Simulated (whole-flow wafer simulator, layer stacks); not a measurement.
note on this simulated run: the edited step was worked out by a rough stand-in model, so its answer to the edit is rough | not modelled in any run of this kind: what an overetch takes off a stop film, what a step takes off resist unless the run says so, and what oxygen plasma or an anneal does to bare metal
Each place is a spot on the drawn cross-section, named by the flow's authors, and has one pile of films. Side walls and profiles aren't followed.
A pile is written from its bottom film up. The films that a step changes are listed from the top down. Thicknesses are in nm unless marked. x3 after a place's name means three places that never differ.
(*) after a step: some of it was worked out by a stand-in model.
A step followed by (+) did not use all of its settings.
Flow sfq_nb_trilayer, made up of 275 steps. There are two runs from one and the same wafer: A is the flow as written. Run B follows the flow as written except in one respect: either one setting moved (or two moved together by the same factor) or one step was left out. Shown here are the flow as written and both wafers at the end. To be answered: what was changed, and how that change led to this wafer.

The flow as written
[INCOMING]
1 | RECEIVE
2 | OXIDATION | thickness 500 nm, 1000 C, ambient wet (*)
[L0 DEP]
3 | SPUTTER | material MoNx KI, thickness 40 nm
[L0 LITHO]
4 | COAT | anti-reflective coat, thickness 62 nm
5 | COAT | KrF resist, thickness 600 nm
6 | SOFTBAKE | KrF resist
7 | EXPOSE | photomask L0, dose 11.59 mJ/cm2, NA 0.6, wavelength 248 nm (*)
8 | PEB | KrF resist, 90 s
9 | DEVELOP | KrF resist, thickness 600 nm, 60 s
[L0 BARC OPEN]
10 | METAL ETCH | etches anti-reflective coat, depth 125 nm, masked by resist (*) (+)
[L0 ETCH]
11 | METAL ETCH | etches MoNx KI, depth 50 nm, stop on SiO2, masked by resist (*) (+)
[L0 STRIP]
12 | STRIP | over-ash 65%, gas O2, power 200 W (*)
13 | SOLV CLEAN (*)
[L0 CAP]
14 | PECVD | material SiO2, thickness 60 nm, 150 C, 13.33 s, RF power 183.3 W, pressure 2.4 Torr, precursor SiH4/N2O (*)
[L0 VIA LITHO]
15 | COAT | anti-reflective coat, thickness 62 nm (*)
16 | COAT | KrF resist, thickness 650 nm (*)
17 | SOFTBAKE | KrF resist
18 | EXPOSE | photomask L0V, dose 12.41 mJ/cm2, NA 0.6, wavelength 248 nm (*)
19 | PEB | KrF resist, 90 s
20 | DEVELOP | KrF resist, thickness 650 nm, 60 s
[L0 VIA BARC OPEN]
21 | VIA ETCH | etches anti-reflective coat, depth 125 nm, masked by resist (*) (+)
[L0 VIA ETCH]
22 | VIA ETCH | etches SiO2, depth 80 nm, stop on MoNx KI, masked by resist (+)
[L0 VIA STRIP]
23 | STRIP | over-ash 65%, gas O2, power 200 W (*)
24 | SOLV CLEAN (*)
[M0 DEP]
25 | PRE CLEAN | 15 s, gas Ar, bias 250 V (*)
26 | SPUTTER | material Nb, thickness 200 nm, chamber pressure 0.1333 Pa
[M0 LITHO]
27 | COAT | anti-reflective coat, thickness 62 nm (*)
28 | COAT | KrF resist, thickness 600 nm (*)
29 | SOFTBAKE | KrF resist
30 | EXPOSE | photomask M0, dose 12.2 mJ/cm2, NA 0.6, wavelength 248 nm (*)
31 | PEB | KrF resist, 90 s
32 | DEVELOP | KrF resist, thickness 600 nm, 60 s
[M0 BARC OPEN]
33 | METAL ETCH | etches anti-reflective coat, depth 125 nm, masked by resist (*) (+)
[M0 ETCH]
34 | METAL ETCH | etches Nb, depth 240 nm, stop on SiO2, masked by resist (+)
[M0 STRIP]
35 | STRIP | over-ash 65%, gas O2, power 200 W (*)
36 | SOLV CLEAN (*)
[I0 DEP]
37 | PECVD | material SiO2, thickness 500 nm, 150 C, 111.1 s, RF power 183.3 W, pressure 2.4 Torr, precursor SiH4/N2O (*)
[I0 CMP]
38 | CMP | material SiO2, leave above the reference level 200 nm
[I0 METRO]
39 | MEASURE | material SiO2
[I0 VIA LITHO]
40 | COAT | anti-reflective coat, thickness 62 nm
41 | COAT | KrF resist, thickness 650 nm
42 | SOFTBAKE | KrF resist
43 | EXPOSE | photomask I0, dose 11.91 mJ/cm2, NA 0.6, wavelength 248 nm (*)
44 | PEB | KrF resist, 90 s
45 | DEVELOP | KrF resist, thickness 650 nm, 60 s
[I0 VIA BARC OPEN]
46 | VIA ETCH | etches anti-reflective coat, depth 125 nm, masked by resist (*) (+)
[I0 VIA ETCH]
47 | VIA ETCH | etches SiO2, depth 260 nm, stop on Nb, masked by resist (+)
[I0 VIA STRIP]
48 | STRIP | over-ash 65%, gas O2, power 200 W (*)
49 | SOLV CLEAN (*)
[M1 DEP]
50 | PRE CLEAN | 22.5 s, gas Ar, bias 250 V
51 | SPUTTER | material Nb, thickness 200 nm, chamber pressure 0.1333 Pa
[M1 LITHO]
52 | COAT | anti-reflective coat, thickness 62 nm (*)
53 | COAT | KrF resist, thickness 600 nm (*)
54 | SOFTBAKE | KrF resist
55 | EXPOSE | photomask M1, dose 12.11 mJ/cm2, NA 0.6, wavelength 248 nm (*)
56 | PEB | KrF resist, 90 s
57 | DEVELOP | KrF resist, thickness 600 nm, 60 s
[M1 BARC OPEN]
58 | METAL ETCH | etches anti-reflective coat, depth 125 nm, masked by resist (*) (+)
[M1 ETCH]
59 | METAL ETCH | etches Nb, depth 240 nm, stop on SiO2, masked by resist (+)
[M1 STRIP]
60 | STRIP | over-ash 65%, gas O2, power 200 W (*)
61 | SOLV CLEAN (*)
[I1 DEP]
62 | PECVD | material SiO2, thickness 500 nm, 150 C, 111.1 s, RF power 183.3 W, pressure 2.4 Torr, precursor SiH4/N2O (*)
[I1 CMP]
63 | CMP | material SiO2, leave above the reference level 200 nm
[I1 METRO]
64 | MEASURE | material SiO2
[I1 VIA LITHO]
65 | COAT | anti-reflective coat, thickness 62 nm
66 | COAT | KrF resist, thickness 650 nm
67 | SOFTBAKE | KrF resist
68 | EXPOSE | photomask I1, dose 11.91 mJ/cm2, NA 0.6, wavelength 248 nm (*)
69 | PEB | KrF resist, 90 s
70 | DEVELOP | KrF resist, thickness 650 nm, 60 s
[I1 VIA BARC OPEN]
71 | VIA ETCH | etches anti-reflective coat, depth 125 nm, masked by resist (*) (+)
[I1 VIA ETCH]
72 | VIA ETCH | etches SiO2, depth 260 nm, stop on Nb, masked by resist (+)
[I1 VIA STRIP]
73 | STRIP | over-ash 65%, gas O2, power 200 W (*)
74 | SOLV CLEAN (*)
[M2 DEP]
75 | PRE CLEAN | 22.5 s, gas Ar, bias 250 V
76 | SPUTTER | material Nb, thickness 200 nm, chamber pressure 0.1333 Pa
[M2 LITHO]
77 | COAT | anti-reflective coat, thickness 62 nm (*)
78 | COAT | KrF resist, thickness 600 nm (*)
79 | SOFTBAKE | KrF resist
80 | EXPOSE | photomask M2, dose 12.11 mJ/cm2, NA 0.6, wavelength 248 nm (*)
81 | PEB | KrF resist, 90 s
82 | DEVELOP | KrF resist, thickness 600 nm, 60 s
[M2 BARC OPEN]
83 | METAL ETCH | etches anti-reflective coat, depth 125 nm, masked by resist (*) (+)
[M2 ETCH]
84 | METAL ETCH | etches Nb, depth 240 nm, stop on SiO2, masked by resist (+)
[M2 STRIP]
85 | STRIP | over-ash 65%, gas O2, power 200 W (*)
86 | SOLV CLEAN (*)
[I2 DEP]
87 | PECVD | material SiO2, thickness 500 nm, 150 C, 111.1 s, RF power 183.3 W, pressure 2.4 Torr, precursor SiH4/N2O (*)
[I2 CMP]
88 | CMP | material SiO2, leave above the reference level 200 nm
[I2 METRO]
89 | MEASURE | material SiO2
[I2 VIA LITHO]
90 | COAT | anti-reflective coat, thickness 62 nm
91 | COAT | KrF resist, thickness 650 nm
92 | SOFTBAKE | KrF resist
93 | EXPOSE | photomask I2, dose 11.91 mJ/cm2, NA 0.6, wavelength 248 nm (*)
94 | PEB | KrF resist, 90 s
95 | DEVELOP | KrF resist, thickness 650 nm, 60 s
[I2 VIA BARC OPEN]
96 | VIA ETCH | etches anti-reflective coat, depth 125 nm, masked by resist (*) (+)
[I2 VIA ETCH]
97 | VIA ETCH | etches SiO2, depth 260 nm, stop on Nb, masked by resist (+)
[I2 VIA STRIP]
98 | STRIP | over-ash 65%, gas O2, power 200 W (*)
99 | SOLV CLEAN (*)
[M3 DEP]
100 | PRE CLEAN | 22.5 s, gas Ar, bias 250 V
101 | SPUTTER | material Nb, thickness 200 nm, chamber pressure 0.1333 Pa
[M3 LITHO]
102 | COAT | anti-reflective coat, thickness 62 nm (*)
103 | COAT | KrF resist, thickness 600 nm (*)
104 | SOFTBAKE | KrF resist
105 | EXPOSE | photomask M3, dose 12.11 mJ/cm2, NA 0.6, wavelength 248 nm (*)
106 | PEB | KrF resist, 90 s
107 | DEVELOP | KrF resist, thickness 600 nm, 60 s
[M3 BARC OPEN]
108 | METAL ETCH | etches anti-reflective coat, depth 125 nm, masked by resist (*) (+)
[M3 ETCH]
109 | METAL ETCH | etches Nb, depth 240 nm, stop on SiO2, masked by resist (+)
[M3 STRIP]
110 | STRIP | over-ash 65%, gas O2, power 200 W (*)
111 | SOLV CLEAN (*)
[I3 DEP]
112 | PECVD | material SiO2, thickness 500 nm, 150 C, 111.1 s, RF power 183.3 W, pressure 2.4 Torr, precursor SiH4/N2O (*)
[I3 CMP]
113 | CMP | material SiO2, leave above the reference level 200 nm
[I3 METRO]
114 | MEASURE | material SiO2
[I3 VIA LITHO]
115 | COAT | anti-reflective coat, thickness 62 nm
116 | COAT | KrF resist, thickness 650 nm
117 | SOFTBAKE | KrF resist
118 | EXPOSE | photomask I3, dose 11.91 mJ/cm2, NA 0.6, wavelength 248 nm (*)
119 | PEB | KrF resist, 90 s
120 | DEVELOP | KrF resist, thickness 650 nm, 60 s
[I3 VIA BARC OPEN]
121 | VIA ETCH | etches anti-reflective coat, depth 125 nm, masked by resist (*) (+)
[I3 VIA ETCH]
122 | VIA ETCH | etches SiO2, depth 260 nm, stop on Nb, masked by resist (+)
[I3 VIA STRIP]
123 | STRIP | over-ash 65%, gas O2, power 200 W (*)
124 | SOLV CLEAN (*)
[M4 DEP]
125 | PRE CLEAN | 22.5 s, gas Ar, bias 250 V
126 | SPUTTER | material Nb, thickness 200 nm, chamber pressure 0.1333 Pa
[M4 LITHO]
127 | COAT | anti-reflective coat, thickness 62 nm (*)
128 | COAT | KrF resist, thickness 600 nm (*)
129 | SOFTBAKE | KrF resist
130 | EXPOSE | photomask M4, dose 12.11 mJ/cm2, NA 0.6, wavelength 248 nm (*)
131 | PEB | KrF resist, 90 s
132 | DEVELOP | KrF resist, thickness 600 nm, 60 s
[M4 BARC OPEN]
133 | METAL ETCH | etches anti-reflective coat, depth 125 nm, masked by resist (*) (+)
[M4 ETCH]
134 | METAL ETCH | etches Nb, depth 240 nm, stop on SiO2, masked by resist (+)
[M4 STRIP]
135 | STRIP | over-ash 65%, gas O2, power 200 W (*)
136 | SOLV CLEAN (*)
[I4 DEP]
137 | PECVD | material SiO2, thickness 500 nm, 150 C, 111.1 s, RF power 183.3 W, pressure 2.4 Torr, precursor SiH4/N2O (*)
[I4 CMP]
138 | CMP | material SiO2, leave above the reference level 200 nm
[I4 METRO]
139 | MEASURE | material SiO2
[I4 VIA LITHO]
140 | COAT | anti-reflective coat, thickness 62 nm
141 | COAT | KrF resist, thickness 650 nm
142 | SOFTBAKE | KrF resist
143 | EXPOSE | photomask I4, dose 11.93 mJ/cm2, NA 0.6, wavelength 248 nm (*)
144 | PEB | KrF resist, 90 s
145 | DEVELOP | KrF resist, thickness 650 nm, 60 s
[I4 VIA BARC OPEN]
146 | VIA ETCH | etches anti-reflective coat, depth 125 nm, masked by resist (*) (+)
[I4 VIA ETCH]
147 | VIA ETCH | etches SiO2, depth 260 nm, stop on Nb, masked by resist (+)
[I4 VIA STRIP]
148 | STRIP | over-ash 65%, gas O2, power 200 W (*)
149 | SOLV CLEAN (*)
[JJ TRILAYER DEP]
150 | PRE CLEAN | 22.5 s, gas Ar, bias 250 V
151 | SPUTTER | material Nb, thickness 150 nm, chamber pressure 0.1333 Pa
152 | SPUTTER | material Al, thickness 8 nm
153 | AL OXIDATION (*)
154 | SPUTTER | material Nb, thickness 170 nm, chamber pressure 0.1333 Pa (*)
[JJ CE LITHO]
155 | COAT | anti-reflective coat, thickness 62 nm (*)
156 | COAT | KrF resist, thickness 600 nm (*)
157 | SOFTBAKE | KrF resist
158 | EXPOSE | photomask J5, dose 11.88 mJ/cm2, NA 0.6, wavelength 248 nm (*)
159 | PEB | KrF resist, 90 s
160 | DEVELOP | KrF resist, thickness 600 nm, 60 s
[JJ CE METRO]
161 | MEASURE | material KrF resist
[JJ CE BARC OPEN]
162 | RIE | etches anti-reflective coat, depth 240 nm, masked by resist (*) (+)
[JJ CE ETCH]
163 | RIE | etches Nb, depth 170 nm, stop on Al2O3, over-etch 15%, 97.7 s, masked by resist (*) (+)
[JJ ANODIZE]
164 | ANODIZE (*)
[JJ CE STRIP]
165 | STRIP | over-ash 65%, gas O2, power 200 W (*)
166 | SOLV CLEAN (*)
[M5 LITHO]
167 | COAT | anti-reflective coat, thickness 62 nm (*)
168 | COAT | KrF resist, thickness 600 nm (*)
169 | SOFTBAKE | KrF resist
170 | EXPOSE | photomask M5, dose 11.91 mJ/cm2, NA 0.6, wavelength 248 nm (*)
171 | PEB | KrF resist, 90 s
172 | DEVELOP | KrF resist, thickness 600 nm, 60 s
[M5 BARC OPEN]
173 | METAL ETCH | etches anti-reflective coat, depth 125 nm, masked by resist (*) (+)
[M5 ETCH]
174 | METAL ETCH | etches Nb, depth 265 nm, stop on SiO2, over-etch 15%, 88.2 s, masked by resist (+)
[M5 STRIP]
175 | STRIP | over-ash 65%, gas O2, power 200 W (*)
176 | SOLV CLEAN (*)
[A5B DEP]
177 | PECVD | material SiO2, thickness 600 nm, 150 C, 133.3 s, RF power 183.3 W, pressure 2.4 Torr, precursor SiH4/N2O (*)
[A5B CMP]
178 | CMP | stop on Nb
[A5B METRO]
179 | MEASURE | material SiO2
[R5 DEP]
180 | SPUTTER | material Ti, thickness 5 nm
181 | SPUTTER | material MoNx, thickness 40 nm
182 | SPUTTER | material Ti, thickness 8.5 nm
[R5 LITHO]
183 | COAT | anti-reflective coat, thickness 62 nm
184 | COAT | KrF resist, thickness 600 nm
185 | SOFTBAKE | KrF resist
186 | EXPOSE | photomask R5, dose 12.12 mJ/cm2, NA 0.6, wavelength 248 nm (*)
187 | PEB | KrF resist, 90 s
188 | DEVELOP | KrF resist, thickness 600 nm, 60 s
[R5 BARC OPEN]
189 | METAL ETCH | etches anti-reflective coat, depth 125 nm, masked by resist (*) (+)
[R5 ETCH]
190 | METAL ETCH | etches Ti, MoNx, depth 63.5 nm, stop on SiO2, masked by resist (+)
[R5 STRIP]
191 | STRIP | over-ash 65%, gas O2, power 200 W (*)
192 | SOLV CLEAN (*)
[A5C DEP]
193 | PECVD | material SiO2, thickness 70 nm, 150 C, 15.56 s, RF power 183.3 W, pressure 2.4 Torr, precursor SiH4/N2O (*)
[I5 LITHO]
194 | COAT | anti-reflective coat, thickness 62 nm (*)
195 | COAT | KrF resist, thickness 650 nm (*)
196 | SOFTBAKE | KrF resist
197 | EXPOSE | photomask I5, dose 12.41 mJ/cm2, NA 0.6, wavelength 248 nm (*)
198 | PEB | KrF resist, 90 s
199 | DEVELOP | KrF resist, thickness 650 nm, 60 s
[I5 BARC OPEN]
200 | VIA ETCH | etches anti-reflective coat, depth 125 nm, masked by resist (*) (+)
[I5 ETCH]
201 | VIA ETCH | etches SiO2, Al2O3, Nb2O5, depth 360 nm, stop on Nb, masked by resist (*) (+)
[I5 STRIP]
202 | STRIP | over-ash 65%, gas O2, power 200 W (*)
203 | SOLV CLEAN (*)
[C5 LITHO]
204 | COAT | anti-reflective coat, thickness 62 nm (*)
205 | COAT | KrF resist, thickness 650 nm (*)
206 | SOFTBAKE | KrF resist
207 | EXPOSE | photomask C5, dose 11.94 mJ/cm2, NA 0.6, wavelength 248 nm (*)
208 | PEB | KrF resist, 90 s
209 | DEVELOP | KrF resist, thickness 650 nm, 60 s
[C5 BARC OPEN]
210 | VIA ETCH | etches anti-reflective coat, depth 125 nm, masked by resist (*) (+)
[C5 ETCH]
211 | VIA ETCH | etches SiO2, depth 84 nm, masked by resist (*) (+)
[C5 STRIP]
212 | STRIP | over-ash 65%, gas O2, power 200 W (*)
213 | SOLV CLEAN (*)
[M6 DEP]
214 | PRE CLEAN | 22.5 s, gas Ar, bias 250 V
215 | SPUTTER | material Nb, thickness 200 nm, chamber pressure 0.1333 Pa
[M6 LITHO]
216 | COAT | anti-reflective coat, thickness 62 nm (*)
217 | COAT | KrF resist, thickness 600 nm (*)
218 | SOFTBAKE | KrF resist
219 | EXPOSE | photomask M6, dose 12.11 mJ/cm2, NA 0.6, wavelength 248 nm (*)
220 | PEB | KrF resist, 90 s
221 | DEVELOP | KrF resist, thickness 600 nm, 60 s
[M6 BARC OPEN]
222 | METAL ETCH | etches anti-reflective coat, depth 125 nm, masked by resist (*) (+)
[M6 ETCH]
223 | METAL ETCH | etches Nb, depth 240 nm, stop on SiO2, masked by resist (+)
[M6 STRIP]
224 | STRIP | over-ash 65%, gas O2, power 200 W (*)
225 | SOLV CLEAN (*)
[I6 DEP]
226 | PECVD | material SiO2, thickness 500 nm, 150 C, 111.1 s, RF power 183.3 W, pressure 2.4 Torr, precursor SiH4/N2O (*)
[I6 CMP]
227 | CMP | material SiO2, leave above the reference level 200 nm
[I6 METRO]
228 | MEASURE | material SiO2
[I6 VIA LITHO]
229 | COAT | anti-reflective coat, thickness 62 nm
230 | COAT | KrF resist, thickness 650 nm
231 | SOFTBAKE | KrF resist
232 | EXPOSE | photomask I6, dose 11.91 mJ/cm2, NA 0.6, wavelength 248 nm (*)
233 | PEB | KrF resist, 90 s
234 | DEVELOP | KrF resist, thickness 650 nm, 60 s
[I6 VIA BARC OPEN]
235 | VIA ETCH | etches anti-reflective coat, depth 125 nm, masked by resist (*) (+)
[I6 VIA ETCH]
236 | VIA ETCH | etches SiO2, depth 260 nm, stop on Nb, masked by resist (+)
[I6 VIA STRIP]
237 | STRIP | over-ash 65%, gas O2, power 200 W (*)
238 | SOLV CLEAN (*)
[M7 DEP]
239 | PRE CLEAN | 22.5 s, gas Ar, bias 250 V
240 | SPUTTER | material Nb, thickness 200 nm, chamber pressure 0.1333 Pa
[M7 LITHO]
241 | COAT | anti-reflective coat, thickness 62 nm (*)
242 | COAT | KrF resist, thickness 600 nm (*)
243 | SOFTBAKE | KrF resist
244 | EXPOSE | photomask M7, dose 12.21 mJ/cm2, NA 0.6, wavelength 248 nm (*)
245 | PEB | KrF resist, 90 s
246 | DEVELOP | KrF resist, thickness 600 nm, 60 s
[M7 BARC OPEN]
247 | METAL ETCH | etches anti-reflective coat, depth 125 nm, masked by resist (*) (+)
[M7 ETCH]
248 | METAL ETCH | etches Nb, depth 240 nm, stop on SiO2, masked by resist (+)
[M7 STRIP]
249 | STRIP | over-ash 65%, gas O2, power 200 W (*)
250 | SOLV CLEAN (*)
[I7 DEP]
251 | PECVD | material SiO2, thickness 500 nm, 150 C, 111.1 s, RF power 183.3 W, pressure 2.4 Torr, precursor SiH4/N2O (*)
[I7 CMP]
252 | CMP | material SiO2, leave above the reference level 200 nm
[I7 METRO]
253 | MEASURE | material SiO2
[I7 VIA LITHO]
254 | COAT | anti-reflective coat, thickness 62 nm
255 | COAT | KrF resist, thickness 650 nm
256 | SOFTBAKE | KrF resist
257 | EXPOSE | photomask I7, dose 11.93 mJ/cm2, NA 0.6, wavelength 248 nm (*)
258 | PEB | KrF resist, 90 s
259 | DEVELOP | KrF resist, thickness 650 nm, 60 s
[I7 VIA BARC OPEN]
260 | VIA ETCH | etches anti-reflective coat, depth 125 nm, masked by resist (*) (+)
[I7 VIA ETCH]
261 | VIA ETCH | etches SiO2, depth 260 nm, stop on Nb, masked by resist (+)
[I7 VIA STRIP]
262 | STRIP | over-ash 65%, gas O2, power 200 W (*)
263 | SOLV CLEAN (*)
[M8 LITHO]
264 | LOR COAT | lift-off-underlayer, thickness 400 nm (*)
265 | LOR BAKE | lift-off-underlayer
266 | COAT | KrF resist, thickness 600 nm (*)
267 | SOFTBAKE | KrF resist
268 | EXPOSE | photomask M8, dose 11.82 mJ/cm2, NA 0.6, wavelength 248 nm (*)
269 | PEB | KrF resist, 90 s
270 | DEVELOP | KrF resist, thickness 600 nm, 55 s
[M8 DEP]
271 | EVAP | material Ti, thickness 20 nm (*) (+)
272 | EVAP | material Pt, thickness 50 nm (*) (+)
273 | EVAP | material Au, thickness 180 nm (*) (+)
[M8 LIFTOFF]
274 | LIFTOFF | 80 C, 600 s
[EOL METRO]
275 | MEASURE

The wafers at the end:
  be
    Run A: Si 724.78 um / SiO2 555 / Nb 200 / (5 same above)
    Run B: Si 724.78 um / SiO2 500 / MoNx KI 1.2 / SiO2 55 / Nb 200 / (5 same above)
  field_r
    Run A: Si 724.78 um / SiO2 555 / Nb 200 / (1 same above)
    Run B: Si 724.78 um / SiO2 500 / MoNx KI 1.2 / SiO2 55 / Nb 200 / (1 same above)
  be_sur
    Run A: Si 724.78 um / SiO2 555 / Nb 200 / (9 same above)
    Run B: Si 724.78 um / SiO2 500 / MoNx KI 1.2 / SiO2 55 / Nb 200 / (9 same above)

The reason: step 11, METAL ETCH: depth 38.8 nm was run, whereas the flow has depth 50 nm.

The path from the change to this, step by step:
  11 | METAL ETCH | etches MoNx KI, depth 50 nm, stop on SiO2, masked by resist (*) (+)
      v_sur, via_wl, via_w and 97 more: A MoNx KI loses 40 (all of it) | B MoNx KI loses 38.8
      field_l, l0_sur, l0v, l0r_line_l, l0r_line_c, l0r_line_r: A KrF resist loses 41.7 | B KrF resist loses 32.3
  14 | PECVD | material SiO2, thickness 60 nm, 150 C, 13.33 s, RF power 183.3 W, pressure 2.4 Torr, precursor SiH4/N2O (*)
      v_sur, via_wl, via_w and 97 more: A SiO2 gains 60 | B SiO2 gains 60 (new film)
With metal films that touch counted as one body, be has 4 bodies (between them, from the top down: SiO2 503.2; SiO2 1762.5; SiO2 55); the flow as written gives 3 bodies (between them, from the top down: SiO2 503.2; SiO2 1762.5).
With metal films that touch counted as one body, field_r has 2 bodies (between them, from the top down: SiO2 55); the flow as written gives 1 body.
With metal films that touch counted as one body, be_sur has 5 bodies (between them, from the top down: SiO2 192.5; SiO2 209 / Al2O3 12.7 / Nb2O5 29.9; SiO2 1762.5; SiO2 55); the flow as written gives 4 bodies (between them, from the top down: SiO2 192.5; SiO2 209 / Al2O3 12.7 / Nb2O5 29.9; SiO2 1762.5).
